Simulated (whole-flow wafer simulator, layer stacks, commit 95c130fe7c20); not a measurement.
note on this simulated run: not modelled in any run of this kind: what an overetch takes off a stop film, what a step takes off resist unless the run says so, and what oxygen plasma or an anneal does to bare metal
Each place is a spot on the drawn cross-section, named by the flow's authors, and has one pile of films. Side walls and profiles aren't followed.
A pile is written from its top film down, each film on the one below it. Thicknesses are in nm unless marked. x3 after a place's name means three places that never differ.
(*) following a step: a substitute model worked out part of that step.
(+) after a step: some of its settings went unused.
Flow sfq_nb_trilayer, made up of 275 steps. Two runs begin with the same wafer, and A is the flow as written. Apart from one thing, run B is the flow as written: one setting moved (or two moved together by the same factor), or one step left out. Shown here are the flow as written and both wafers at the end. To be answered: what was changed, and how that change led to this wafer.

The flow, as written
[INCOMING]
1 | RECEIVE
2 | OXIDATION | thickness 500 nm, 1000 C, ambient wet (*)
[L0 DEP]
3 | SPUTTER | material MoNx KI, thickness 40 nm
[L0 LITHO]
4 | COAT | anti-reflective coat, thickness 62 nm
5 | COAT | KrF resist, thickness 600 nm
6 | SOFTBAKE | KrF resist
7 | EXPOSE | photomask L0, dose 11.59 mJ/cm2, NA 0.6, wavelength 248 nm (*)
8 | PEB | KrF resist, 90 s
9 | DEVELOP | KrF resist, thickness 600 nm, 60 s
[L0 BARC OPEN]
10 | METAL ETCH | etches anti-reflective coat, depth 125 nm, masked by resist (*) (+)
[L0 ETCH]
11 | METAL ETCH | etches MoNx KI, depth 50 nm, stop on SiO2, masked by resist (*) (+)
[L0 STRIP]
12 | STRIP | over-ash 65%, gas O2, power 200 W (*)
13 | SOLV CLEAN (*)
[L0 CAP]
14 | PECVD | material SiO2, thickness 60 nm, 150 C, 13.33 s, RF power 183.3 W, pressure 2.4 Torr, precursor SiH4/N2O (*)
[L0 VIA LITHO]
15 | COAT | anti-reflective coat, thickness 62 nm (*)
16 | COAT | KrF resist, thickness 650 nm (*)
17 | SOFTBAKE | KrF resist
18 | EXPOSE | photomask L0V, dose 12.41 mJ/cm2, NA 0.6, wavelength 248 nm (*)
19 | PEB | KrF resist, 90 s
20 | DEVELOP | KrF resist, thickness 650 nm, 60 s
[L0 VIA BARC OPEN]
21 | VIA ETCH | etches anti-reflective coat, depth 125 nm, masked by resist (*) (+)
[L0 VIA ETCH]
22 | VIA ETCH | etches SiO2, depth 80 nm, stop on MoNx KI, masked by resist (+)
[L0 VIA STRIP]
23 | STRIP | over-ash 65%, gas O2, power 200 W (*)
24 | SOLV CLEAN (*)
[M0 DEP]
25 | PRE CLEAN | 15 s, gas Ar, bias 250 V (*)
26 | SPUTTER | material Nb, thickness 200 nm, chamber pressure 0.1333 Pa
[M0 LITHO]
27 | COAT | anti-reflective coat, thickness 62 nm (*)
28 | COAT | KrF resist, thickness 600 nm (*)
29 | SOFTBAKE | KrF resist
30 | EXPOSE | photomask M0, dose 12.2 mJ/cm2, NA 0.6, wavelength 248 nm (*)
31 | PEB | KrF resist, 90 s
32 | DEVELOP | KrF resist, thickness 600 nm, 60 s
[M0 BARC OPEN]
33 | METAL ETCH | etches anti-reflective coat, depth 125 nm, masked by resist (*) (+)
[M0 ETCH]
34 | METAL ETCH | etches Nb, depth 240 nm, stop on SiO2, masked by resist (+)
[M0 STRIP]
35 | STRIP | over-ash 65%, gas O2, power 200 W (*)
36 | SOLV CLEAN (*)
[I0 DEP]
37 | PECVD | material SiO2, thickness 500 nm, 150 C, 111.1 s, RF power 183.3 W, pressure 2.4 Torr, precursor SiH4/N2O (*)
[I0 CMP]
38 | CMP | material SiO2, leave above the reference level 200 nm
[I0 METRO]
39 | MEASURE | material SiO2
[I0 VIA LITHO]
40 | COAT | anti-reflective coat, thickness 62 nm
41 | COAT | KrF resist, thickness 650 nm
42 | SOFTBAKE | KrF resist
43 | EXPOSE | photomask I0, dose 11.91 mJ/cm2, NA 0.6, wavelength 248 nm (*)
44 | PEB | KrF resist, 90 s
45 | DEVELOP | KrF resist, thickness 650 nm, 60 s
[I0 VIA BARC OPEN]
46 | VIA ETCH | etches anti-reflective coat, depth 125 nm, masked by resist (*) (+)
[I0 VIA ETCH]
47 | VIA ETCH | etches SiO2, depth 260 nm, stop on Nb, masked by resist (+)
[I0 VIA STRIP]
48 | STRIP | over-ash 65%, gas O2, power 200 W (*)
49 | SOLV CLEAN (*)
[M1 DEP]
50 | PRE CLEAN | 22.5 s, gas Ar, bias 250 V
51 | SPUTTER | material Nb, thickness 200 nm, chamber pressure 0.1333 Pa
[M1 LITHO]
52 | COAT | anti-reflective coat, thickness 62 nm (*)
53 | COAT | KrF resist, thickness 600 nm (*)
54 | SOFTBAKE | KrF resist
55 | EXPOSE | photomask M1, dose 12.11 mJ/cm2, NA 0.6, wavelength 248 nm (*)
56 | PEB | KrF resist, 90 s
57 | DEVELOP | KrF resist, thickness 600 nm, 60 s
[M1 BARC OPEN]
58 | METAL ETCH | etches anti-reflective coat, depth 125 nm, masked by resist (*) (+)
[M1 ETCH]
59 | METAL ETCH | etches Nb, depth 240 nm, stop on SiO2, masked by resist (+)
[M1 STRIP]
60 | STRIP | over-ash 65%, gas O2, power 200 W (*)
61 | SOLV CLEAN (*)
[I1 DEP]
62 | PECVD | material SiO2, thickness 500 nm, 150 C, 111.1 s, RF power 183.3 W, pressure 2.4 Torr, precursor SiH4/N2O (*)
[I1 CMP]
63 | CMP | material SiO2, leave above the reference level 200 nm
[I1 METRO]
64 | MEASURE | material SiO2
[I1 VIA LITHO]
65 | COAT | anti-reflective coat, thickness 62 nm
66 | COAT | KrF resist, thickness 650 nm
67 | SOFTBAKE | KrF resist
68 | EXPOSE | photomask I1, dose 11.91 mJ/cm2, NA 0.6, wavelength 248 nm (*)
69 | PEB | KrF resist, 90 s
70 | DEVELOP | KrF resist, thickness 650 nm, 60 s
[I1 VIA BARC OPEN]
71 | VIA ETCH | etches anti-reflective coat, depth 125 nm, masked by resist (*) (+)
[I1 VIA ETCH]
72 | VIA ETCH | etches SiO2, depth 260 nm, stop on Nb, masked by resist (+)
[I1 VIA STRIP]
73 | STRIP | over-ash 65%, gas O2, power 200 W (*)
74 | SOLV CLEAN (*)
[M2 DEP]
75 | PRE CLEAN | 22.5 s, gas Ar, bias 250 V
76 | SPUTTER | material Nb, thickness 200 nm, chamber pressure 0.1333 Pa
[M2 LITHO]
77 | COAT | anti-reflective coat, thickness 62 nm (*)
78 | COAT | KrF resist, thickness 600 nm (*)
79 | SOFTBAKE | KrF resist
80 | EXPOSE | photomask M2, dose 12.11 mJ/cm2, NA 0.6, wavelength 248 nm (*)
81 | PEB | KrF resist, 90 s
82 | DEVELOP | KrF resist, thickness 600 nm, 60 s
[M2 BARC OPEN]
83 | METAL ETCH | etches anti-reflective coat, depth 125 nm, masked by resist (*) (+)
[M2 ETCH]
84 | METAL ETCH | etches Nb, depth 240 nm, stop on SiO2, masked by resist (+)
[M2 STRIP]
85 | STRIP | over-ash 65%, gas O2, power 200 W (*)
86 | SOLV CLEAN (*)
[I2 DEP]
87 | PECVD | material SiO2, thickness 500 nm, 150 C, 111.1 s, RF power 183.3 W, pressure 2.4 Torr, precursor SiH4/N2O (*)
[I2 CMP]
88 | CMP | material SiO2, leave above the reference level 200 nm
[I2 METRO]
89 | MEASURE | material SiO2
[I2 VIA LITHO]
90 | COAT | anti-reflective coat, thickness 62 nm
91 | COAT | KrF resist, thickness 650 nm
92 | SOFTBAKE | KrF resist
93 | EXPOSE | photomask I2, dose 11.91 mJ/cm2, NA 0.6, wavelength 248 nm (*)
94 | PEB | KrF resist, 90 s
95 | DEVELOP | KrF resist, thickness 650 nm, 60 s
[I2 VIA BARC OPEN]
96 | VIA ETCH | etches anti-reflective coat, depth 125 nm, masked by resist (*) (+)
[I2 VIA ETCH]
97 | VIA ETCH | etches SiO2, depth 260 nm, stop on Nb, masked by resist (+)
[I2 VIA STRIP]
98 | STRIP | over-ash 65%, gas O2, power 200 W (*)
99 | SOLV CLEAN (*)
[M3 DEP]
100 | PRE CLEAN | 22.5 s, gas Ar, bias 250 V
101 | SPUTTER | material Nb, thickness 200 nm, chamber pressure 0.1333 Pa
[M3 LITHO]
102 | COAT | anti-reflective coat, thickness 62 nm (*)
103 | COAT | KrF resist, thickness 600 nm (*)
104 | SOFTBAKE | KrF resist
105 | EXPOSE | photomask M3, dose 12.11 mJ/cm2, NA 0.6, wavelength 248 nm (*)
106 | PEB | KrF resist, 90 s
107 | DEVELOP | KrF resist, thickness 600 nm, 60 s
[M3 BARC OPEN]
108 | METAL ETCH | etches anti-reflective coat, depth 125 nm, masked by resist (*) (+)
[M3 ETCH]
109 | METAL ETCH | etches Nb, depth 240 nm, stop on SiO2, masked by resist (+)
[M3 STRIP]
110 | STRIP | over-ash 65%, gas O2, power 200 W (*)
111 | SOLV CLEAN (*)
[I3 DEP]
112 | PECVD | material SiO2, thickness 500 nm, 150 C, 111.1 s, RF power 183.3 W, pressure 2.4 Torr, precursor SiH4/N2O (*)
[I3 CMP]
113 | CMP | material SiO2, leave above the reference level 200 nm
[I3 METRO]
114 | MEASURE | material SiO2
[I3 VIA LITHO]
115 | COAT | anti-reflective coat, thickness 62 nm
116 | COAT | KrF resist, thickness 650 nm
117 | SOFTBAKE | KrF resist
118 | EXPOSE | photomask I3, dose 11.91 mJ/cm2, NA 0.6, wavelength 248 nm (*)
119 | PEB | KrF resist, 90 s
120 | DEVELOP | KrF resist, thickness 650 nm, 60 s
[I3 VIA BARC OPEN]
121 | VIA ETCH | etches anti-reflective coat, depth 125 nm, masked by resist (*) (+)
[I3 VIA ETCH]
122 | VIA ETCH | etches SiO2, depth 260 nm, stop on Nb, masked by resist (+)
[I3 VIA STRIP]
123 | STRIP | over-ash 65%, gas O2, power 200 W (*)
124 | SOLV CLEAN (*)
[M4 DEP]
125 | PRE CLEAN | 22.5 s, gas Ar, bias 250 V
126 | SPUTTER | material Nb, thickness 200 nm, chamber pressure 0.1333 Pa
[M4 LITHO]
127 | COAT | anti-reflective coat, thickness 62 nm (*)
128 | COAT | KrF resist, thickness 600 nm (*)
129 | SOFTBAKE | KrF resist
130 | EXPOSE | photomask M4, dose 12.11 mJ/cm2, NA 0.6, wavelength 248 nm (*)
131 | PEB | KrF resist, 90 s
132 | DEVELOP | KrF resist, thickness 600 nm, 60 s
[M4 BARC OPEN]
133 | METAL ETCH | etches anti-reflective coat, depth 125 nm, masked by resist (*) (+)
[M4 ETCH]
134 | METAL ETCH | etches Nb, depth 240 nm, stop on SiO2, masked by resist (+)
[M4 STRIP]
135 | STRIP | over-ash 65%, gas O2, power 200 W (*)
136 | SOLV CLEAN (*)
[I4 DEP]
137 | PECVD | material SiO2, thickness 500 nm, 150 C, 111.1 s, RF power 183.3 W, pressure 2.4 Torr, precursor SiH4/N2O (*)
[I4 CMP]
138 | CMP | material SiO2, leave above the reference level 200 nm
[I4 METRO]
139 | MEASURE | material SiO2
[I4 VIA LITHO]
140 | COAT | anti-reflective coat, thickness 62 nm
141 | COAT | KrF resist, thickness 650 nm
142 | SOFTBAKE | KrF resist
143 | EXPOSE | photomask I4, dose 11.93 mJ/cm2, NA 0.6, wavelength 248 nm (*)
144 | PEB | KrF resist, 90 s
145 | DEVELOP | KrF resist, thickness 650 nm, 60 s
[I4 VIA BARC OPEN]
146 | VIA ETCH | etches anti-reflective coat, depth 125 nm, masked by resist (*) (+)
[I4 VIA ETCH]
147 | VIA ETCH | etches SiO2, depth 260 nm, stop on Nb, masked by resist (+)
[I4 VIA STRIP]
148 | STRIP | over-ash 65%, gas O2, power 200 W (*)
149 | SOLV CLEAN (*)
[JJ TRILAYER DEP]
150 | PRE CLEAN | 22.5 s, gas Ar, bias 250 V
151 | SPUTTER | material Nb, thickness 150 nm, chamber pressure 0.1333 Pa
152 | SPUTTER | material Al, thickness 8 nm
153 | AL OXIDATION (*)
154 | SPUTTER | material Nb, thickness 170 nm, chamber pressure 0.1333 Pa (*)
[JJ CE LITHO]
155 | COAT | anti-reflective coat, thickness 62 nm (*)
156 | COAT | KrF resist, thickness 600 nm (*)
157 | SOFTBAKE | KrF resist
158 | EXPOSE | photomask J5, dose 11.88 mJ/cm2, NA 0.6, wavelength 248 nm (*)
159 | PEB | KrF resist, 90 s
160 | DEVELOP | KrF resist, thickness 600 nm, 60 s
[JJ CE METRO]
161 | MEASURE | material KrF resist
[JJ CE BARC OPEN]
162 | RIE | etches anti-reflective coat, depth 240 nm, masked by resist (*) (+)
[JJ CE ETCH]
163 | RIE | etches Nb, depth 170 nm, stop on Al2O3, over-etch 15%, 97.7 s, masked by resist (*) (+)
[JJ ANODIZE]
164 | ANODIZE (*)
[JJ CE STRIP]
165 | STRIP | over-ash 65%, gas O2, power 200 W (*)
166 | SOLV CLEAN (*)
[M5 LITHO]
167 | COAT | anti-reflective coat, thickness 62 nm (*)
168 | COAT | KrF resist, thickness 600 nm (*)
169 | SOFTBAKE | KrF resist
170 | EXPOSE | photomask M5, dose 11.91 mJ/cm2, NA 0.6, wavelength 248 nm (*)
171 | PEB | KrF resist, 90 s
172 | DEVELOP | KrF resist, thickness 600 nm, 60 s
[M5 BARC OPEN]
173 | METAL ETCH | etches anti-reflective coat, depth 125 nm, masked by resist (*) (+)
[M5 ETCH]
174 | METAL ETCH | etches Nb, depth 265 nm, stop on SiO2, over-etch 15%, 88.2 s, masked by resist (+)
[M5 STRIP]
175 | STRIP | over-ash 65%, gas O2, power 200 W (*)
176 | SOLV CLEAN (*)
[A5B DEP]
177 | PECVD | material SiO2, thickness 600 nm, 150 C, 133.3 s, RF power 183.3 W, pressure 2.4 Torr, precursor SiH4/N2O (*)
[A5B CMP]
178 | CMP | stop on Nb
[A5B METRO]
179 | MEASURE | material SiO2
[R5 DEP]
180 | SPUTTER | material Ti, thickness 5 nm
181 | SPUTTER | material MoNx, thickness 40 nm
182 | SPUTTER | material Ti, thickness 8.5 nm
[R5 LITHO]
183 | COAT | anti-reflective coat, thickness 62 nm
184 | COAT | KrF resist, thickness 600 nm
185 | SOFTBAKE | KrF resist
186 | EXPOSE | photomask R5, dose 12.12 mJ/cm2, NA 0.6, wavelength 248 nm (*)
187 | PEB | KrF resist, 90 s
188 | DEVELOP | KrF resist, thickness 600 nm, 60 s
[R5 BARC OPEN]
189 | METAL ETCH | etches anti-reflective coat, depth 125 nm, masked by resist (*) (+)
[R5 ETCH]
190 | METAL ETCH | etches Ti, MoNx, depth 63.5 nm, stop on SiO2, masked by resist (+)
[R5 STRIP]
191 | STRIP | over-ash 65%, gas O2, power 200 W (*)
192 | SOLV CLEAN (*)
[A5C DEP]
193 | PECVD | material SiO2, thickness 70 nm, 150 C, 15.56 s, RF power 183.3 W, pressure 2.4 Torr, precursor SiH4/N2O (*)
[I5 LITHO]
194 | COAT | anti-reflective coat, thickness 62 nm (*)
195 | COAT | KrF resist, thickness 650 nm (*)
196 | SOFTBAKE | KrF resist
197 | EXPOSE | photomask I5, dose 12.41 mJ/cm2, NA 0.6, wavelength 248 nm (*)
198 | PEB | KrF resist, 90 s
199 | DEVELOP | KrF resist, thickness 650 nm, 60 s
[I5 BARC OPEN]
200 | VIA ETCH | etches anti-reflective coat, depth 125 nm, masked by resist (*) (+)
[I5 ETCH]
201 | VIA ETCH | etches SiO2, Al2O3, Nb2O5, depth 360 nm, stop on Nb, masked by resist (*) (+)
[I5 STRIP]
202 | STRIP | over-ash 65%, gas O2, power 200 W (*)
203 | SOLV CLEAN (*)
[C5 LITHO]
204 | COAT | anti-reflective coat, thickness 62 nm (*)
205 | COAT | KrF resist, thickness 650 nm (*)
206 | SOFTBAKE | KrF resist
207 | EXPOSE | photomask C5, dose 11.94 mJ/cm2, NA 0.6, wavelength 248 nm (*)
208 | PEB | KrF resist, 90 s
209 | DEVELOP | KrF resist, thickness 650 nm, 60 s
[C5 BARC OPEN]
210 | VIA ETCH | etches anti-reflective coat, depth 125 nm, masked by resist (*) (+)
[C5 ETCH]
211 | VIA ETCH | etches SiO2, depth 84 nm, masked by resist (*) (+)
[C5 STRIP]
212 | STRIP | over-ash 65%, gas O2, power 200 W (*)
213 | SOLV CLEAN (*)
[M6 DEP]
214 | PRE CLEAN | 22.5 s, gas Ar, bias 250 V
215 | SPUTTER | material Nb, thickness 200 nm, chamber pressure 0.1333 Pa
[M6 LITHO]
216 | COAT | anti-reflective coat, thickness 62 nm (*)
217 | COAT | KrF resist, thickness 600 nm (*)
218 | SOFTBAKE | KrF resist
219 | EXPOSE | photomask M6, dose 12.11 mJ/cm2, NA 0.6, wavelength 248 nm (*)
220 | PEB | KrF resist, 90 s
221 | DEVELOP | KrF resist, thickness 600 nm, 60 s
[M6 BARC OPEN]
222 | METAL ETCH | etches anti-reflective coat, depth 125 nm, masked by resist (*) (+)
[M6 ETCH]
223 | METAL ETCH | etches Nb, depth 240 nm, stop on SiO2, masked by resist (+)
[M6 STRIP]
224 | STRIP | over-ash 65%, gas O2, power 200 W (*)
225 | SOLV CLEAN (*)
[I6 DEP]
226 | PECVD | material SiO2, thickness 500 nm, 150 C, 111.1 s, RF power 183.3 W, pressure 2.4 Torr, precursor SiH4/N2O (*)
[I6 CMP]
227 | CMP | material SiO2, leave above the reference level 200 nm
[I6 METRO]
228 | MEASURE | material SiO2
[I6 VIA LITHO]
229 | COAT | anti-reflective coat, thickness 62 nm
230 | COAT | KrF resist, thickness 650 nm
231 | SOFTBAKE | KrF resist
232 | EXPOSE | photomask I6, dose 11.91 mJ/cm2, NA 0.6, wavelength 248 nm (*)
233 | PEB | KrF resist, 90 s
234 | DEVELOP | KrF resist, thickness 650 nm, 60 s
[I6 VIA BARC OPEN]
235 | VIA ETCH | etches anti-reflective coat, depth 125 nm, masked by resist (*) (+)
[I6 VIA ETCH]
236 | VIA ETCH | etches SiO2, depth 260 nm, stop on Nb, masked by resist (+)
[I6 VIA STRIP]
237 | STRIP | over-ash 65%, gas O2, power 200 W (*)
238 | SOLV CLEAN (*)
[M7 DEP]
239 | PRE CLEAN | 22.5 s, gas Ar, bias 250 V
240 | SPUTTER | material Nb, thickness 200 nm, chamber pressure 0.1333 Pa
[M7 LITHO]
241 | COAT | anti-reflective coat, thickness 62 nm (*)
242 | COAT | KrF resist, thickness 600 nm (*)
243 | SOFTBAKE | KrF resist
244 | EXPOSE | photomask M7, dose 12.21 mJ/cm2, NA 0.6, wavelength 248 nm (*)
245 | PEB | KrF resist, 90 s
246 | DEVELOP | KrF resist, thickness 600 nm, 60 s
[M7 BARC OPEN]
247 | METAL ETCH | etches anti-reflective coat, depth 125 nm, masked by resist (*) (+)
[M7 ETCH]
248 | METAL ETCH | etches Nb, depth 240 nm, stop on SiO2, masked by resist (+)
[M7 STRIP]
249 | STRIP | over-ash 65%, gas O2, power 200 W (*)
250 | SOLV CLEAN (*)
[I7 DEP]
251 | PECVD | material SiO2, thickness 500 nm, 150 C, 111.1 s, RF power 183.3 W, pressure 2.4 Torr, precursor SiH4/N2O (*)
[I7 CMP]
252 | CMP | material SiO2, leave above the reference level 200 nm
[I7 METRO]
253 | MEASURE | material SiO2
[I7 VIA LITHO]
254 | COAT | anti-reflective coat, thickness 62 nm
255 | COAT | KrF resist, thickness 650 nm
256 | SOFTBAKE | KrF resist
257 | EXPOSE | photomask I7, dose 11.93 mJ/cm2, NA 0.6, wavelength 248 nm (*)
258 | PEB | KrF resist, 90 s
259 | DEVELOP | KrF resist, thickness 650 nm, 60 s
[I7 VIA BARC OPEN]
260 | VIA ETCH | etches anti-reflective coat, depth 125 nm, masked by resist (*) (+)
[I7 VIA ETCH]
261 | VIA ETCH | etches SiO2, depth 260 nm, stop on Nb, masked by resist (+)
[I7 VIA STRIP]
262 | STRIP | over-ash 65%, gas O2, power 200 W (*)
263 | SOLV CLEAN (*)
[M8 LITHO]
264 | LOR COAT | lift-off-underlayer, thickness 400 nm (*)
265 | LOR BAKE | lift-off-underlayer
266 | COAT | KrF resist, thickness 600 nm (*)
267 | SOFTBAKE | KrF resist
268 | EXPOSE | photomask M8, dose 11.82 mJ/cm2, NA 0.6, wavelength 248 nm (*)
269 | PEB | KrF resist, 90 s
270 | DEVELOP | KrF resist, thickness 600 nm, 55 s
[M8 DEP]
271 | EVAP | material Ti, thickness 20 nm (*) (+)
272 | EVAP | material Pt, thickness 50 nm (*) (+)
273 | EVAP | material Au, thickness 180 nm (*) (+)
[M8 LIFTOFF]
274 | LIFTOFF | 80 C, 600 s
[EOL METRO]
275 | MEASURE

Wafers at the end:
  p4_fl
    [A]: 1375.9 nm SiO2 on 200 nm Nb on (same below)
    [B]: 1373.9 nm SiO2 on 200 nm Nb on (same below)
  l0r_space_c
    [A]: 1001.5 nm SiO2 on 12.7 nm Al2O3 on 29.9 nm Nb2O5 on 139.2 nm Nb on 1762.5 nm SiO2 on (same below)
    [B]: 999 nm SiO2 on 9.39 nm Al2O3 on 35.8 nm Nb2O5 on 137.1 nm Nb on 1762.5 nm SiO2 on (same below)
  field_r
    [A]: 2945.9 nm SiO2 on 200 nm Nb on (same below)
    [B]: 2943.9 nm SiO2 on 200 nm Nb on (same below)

What caused this: step 152, SPUTTER: thickness 6 nm was run, while the flow as written has thickness 8 nm.

How this came from the change, step by step:
  152 | SPUTTER | material Al, thickness 8 nm
      field_l, v_sur, via_sp and 100 more: A Al gains 8 (new film) | B Al gains 6 (new film)
      via_wl, via_wr: A Al gains 5.14 (new film) | B Al gains 3.85 (new film)
      (and at 1 other place as well)
  164 | ANODIZE (*)
      field_l, v_sur, via_sp and 96 more: A Al2O3 gains 12.2, Nb2O5 gains 29.9 (new film), Al loses 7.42 (all of it), Nb loses 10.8 | B Al2O3 gains 8.94, Nb2O5 gains 35.8 (new film), Al loses 5.42 (all of it), Nb loses 12.9
      via_wl, via_wr: A Al2O3 gains 7.52 (new film), Nb2O5 gains 39.2 (new film), Al loses 4.56 (all of it), Nb loses 14.1 | B Al2O3 gains 5.4 (new film), Nb2O5 gains 43 (new film), Al loses 3.27 (all of it), Nb loses 15.5
      (and at 1 other place as well)
  167 | COAT | anti-reflective coat, thickness 62 nm (*)
      ce_l: A anti-reflective coat gains 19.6 (new film) | B anti-reflective coat gains 18.9 (new film)
      ce_r: A anti-reflective coat gains 19.7 (new film) | B anti-reflective coat gains 19 (new film)
  174 | METAL ETCH | etches Nb, depth 265 nm, stop on SiO2, over-etch 15%, 88.2 s, masked by resist (+)
      field_l, r_sur, res and 49 more: A Al2O3 loses 12.6 (all of it), Nb2O5 loses 29.9 (all of it), Nb loses 139.2 (all of it), SiO2 loses 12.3 | B Al2O3 loses 9.33 (all of it), Nb2O5 loses 35.8 (all of it), Nb loses 137.1 (all of it), SiO2 loses 12.2
      wl_a_sl: A Al2O3 loses 12.6 (all of it), Nb2O5 loses 29.9 (all of it), Nb loses 139.2 (all of it), SiO2 loses 12.3 | B Al2O3 loses 9.32 (all of it), Nb2O5 loses 35.8 (all of it), Nb loses 137.1 (all of it), SiO2 loses 12.2
  175 | STRIP | over-ash 65%, gas O2, power 200 W (*)
      ce_l: A KrF resist loses 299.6 (all of it), anti-reflective coat loses 19.6 (all of it) | B KrF resist loses 302 (all of it), anti-reflective coat loses 18.9 (all of it)
      ce_r: A KrF resist loses 299.9 (all of it), anti-reflective coat loses 19.7 (all of it) | B KrF resist loses 302.3 (all of it), anti-reflective coat loses 19 (all of it)
  201 | VIA ETCH | etches SiO2, Al2O3, Nb2O5, depth 360 nm, stop on Nb, masked by resist (*) (+)
      be: A SiO2 loses 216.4 (all of it), Al2O3 loses 12.7 (all of it), Nb2O5 loses 29.9 (all of it) | B SiO2 loses 213.9 (all of it), Al2O3 loses 9.39 (all of it), Nb2O5 loses 35.8 (all of it)
